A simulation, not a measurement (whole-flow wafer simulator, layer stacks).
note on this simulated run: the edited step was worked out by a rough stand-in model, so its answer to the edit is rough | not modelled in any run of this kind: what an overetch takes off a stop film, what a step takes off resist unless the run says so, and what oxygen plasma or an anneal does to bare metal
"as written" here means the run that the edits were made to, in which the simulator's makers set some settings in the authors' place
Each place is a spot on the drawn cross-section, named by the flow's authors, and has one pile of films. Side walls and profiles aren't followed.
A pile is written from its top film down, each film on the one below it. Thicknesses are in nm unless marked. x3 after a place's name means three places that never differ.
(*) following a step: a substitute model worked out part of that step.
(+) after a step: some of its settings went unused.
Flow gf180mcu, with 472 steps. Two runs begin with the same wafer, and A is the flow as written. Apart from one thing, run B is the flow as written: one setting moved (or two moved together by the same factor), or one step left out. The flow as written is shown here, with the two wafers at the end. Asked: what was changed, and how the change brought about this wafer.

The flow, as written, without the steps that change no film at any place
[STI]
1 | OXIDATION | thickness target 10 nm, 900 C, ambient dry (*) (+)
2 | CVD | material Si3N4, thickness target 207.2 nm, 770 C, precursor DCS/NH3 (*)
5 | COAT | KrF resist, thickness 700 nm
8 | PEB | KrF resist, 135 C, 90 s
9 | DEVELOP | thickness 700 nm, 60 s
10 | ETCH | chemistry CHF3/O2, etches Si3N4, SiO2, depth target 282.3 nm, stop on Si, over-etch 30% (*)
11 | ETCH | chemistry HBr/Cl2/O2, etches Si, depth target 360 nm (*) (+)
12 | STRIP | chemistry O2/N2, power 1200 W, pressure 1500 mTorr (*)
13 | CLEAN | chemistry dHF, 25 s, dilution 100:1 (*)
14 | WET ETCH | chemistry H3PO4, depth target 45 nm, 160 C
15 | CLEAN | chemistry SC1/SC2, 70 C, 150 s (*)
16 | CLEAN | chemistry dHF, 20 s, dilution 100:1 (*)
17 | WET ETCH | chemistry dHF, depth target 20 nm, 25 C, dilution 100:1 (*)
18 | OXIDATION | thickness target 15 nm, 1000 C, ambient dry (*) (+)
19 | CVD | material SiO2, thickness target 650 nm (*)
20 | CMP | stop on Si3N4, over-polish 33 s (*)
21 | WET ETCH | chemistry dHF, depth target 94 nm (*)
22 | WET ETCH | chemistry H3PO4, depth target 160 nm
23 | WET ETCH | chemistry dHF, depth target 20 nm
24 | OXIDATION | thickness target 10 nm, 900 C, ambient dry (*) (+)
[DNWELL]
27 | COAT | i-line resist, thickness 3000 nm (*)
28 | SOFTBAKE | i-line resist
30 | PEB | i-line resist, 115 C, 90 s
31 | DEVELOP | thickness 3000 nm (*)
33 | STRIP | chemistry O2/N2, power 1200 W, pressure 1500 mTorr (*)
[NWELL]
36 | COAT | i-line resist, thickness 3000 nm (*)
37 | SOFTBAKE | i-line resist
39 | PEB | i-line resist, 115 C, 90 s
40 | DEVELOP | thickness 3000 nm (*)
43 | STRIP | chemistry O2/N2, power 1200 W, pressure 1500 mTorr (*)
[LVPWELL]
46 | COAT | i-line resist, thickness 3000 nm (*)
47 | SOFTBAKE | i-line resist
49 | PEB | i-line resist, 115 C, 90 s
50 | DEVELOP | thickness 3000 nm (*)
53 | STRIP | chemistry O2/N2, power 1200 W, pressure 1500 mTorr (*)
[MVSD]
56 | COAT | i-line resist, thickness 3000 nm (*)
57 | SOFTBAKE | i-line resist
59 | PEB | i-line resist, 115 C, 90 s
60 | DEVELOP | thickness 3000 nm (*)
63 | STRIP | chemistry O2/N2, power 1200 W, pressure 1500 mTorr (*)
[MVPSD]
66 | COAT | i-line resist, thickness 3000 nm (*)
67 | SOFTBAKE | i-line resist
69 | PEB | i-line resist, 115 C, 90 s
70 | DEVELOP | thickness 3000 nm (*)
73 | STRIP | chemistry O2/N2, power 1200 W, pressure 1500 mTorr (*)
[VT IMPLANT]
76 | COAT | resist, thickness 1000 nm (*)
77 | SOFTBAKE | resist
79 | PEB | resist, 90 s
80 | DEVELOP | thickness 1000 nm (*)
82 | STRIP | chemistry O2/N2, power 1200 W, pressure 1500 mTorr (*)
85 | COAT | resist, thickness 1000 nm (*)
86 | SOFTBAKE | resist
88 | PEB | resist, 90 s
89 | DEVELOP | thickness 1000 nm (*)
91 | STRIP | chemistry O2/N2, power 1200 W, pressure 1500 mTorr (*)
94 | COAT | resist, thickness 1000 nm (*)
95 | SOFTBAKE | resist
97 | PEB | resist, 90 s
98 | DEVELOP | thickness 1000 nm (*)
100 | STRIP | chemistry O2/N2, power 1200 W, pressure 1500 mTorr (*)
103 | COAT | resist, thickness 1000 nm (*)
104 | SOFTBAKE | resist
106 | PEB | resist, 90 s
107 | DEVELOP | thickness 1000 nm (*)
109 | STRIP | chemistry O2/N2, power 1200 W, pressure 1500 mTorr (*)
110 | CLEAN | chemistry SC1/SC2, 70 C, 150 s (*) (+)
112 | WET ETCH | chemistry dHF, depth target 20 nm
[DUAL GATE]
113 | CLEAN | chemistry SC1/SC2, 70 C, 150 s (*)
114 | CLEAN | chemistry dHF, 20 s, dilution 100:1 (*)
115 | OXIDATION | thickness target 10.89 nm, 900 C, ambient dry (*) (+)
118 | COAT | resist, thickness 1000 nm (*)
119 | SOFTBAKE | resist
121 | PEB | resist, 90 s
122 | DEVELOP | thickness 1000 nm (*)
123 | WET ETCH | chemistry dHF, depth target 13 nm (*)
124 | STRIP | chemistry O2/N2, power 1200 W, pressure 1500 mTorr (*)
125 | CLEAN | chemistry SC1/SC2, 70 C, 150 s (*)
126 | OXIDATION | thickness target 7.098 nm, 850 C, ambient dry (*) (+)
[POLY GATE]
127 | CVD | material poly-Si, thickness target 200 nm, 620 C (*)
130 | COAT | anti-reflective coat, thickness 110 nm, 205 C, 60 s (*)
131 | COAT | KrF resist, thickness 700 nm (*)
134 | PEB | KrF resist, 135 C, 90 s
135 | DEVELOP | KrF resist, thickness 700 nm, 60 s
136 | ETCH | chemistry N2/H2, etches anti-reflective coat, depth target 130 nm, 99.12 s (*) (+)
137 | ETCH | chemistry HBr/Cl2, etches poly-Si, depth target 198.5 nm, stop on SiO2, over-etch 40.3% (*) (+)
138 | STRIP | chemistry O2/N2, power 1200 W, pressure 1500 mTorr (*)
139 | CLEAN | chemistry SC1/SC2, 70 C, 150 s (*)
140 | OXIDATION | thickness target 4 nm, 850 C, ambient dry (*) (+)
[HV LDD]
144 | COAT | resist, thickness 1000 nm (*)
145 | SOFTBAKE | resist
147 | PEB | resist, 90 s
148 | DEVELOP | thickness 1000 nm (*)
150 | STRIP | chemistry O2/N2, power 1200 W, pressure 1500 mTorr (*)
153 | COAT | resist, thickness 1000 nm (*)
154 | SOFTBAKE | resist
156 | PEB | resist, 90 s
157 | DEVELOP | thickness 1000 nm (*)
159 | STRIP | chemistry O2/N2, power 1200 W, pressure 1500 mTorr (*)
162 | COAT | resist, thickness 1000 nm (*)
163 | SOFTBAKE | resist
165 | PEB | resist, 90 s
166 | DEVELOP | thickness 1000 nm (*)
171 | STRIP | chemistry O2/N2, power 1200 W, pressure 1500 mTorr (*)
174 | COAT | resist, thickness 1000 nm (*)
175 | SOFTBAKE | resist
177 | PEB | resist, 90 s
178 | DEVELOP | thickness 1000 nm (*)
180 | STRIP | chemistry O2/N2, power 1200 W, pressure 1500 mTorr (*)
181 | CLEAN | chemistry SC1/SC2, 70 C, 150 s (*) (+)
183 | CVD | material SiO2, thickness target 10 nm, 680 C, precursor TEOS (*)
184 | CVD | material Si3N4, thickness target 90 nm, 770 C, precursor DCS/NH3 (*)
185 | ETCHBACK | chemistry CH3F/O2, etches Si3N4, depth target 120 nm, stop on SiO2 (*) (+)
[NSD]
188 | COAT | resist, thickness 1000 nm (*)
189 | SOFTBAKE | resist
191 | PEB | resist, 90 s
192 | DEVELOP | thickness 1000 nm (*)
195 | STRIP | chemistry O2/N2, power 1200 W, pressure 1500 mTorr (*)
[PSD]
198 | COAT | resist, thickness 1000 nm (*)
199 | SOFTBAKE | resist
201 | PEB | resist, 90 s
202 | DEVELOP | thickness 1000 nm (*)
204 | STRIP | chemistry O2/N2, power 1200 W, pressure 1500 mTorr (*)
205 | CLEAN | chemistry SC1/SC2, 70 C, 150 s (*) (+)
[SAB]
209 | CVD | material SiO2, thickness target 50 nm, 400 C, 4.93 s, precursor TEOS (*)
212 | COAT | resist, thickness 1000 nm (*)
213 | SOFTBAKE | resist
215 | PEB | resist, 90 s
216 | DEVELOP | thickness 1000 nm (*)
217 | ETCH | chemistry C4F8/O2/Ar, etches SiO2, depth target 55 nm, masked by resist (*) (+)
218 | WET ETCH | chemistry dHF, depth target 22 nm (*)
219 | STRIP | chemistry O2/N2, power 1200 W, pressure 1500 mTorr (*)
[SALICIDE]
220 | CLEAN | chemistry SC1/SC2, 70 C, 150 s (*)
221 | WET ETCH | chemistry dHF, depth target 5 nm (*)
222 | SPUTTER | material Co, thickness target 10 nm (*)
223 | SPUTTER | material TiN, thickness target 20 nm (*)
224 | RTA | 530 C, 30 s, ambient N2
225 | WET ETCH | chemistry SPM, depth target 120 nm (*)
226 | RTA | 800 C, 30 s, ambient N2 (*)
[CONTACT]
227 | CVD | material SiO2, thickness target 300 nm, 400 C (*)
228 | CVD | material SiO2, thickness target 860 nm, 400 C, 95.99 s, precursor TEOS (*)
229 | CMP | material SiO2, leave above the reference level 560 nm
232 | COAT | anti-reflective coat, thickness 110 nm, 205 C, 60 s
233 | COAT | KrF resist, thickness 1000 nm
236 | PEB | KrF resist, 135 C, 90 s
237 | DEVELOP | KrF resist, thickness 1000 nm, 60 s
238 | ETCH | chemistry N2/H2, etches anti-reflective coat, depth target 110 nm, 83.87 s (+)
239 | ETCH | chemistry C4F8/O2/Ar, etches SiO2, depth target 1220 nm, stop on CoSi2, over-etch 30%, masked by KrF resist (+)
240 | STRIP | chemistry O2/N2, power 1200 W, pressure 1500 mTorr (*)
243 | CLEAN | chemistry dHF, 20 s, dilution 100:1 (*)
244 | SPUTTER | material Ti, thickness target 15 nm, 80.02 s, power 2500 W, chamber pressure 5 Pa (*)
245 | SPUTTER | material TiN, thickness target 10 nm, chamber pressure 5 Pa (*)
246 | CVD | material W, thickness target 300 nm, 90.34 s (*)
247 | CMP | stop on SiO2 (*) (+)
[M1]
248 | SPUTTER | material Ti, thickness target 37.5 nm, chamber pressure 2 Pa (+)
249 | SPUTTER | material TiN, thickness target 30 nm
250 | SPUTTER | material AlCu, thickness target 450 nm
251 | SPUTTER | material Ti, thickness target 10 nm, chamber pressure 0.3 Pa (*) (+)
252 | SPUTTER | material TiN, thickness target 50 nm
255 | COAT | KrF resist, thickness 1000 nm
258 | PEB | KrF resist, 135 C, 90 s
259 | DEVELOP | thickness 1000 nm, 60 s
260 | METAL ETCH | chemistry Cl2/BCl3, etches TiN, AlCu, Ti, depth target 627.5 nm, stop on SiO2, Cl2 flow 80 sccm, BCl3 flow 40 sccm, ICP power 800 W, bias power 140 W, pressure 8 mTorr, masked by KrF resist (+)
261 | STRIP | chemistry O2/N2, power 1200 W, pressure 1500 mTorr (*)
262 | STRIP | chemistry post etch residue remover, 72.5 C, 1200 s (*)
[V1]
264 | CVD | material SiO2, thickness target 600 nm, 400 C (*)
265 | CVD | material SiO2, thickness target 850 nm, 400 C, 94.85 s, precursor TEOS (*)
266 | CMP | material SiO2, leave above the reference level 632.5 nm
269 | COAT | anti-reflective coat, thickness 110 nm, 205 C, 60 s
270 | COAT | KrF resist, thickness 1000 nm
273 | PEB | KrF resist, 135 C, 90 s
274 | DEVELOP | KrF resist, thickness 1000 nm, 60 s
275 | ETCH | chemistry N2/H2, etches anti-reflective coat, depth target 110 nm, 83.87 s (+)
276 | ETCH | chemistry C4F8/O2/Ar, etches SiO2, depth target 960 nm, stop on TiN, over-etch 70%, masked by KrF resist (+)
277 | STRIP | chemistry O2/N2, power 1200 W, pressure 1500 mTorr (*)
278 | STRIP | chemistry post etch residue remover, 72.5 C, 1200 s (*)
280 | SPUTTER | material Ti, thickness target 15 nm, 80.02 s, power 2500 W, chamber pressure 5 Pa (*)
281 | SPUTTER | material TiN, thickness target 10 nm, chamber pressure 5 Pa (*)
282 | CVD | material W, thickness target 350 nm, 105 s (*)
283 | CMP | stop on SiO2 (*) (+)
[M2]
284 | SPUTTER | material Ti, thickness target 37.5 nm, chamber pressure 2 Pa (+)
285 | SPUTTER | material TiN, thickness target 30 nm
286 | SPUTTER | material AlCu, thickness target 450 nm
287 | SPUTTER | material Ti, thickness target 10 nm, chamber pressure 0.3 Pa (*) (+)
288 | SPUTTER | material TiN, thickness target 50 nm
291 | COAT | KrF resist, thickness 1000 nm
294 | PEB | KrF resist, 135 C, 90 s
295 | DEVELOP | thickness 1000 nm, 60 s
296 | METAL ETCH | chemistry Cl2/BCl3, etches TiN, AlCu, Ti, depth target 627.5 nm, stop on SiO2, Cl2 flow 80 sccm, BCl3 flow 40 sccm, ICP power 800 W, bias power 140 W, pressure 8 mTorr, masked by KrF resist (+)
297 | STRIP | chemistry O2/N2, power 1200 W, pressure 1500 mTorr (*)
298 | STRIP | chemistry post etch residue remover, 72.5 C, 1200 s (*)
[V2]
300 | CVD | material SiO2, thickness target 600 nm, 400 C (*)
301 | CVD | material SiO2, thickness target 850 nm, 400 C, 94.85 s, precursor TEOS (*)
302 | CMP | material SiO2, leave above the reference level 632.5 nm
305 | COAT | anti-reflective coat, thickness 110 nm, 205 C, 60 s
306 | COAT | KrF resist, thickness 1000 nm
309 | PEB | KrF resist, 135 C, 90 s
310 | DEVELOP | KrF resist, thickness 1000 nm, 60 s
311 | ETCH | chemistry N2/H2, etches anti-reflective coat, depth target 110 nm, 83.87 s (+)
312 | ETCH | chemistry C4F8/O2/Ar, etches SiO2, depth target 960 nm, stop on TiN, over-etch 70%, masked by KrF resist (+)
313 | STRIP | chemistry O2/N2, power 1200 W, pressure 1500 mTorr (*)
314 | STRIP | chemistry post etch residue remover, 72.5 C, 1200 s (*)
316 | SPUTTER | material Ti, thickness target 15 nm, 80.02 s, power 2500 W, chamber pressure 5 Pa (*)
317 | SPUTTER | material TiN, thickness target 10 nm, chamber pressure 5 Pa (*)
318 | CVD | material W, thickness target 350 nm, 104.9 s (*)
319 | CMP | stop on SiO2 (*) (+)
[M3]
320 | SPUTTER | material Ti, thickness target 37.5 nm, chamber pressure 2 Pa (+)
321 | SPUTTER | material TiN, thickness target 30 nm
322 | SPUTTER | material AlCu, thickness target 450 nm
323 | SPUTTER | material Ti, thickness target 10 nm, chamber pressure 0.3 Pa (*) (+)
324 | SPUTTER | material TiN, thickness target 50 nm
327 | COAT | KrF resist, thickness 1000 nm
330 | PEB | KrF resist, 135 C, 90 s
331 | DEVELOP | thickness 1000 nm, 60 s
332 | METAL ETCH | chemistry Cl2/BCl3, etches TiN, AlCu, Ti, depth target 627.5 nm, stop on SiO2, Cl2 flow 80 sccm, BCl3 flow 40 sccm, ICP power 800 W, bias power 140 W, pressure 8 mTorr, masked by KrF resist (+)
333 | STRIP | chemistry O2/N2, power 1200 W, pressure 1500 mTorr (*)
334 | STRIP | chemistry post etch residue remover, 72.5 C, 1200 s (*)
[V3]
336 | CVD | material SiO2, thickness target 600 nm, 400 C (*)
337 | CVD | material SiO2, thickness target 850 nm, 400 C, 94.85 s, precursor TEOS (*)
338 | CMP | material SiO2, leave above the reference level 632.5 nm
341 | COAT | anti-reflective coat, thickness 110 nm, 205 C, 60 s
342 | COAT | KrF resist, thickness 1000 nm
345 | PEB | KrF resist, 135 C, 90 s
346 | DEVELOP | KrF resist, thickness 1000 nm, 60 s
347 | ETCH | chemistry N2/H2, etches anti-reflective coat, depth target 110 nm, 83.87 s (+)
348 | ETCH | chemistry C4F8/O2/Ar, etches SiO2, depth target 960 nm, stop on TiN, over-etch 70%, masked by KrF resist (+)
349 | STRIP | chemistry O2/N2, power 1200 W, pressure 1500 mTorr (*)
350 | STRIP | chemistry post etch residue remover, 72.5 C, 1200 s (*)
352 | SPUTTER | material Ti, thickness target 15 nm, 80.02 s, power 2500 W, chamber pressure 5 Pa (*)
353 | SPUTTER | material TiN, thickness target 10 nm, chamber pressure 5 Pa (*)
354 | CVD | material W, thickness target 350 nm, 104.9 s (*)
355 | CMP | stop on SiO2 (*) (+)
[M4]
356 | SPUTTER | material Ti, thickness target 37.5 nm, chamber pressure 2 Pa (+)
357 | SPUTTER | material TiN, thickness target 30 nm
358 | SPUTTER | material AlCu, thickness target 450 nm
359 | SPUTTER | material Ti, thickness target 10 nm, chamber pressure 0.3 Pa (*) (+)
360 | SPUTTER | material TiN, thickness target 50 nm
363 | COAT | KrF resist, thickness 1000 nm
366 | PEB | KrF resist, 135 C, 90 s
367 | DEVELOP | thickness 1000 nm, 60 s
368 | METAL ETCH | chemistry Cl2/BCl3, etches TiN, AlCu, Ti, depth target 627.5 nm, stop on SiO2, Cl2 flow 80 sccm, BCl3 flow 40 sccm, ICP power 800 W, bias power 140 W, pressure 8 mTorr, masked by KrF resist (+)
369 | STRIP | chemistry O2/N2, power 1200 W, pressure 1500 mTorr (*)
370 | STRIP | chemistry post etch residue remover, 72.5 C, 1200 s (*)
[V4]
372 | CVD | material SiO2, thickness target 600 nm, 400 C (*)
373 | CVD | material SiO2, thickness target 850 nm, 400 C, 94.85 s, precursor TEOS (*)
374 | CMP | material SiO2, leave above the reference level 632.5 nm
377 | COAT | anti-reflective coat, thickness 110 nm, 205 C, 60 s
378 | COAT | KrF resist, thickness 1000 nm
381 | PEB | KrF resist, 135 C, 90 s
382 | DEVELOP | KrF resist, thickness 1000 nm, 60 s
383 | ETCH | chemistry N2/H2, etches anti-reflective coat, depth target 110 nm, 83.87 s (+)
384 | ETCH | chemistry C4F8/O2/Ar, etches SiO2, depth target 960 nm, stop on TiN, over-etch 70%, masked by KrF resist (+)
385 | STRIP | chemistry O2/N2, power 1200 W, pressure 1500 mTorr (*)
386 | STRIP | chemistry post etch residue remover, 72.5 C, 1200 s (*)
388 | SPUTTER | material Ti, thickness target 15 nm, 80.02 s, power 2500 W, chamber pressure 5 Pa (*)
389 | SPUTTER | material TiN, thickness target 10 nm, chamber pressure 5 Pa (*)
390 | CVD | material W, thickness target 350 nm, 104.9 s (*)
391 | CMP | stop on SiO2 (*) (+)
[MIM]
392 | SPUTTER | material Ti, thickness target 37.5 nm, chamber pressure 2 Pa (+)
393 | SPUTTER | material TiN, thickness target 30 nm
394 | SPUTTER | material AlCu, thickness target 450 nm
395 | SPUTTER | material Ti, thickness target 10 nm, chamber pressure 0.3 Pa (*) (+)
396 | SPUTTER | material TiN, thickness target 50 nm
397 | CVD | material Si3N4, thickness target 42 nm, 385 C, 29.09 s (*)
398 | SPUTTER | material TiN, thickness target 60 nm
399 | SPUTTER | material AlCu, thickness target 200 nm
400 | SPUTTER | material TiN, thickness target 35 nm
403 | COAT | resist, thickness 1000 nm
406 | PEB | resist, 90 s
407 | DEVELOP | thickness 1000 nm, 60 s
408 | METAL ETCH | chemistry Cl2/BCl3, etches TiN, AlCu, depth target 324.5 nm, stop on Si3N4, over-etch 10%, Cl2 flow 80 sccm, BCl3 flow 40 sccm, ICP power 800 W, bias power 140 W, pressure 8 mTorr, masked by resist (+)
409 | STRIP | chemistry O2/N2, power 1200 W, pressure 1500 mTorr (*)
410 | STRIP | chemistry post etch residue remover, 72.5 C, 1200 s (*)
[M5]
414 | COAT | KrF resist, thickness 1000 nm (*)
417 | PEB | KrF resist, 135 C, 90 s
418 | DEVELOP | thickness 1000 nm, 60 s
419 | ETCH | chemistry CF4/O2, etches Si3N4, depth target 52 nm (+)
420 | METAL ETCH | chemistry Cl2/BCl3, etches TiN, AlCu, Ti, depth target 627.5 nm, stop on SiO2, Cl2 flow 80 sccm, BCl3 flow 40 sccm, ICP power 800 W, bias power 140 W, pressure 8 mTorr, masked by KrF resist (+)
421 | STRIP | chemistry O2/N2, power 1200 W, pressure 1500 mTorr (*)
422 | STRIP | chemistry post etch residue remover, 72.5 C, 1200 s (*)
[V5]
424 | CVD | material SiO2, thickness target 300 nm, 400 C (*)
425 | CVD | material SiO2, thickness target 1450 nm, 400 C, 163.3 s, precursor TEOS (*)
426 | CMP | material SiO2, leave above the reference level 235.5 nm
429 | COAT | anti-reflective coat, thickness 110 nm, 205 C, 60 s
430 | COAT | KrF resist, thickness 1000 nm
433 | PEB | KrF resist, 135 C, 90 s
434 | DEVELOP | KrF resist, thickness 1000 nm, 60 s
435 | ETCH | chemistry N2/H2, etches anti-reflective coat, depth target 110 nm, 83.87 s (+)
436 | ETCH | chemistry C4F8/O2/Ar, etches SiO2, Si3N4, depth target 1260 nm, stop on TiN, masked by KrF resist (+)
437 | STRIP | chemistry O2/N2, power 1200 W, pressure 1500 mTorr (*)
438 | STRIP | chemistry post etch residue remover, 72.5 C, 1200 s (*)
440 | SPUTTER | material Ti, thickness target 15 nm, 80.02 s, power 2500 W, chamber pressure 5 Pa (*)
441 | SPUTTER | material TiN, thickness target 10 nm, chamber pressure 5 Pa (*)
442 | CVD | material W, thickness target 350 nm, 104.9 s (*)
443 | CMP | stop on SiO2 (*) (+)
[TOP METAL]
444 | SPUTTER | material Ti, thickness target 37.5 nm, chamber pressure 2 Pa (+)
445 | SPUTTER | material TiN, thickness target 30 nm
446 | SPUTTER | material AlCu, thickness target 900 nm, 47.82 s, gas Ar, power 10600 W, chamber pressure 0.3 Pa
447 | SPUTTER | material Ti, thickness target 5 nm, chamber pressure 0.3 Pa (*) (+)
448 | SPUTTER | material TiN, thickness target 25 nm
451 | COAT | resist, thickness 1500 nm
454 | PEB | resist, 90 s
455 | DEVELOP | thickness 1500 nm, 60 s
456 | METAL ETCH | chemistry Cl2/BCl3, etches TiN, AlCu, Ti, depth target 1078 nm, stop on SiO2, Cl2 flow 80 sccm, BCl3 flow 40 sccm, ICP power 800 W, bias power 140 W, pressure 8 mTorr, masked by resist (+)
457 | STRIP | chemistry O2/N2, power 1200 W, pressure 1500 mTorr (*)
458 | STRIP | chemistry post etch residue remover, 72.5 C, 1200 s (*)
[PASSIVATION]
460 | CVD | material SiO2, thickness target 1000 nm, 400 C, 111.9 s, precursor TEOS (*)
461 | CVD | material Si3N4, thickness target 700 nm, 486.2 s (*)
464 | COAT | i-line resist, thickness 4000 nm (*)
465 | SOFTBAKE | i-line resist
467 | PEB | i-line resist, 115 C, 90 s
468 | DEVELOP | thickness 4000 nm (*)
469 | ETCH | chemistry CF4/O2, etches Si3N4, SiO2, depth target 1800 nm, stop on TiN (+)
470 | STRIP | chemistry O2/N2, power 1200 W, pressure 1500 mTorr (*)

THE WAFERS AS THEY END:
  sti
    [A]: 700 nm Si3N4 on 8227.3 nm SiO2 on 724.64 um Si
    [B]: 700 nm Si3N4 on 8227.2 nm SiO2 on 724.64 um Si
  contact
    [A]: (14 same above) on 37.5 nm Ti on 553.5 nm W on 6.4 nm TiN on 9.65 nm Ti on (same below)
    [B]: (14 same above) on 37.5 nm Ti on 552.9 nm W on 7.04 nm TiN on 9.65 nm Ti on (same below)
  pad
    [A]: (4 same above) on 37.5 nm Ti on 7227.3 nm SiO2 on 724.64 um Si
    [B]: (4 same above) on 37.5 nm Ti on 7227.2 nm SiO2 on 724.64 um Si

The reason: step 389, SPUTTER: thickness target 11 nm was run, though the flow has thickness target 10 nm.

How this came from the change, step by step:
  389 | SPUTTER | material TiN, thickness target 10 nm, chamber pressure 5 Pa (*)
      field, field__w1, field__w2 and 107 more: A TiN gains 10 (new film) | B TiN gains 11 (new film)
      contact: A TiN gains 6.4 (new film) | B TiN gains 7.04 (new film)
  391 | CMP | stop on SiO2 (*) (+)
      field, field__w1, field__w2 and 107 more: A W loses 350 (all of it), TiN loses 10 (all of it), Ti loses 15 (all of it), SiO2 loses 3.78 | B W loses 350 (all of it), TiN loses 11 (all of it), Ti loses 15 (all of it), SiO2 loses 3.79
